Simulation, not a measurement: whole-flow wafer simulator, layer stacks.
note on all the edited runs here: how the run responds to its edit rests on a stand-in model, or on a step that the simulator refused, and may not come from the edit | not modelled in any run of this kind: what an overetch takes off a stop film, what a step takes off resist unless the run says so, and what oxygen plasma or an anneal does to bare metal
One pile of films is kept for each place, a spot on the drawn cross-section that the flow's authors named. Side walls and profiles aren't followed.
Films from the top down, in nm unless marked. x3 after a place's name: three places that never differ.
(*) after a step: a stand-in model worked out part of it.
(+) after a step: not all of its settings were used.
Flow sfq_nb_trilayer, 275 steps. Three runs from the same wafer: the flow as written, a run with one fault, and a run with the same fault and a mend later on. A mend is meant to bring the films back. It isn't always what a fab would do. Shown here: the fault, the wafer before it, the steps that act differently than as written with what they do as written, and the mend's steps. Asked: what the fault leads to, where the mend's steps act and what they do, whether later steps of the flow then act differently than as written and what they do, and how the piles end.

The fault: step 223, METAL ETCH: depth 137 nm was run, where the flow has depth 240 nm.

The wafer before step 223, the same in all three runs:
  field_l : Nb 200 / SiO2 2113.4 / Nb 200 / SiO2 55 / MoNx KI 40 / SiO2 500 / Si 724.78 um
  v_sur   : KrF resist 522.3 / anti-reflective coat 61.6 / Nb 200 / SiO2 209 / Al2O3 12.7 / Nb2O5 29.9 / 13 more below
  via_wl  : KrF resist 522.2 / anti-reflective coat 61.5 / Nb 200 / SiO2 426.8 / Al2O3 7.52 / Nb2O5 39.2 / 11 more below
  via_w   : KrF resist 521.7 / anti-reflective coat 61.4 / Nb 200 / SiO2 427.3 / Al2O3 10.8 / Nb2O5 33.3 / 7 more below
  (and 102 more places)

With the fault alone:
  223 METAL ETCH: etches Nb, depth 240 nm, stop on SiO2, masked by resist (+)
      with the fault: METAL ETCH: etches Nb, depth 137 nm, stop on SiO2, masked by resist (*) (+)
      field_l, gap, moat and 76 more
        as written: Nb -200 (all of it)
        with the fault: Nb -137
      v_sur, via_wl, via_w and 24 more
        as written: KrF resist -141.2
        with the fault: KrF resist -80.6
  Later steps of the flow that act differently than as written:
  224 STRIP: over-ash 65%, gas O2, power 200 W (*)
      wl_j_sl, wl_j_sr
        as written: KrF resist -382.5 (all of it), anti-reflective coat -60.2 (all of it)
        with the fault: KrF resist -443.1 (all of it), anti-reflective coat -60.2 (all of it)
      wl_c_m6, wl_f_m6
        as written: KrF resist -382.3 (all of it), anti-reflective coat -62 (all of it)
        with the fault: KrF resist -442.9 (all of it), anti-reflective coat -62 (all of it)
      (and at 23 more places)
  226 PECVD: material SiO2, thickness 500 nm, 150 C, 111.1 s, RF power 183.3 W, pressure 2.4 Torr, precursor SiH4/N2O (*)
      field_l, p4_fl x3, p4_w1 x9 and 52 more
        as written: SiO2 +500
        with the fault: SiO2 +500 (new film)
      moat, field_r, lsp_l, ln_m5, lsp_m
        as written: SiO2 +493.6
        with the fault: SiO2 +500 (new film)
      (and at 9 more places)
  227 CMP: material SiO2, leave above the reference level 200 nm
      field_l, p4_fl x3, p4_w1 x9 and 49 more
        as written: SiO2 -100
        with the fault: SiO2 -163
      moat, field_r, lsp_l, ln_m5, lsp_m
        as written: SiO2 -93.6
        with the fault: SiO2 -163
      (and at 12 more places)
  At the end the piles differ from the flow's by more than 2% or 0.5 nm, whichever is larger, at field_l, gap, moat and 76 more.
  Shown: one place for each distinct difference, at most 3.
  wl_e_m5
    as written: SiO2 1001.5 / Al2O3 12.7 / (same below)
    with the fault: SiO2 729.5 / Nb 63 / SiO2 209 / Al2O3 12.7 / (same below)
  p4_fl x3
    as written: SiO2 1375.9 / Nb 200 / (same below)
    with the fault: SiO2 729.5 / Nb 63 / SiO2 583.4 / Nb 200 / (same below)
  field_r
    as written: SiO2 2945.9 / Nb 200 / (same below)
    with the fault: SiO2 729.5 / Nb 63 / SiO2 2153.4 / Nb 200 / (same below)

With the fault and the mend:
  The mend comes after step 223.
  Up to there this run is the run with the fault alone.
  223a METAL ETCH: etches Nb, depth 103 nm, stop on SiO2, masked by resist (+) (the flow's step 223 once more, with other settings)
      field_l, gap, moat and 76 more
        Nb -63 (all of it)
      v_sur, via_wl, via_w and 24 more
        KrF resist -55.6
  No later step of the flow acts differently than as written, at any place that is followed, by more than 2% or 0.5 nm, whichever is larger.
  At the end the piles are the same as the flow's at every place that both follow.
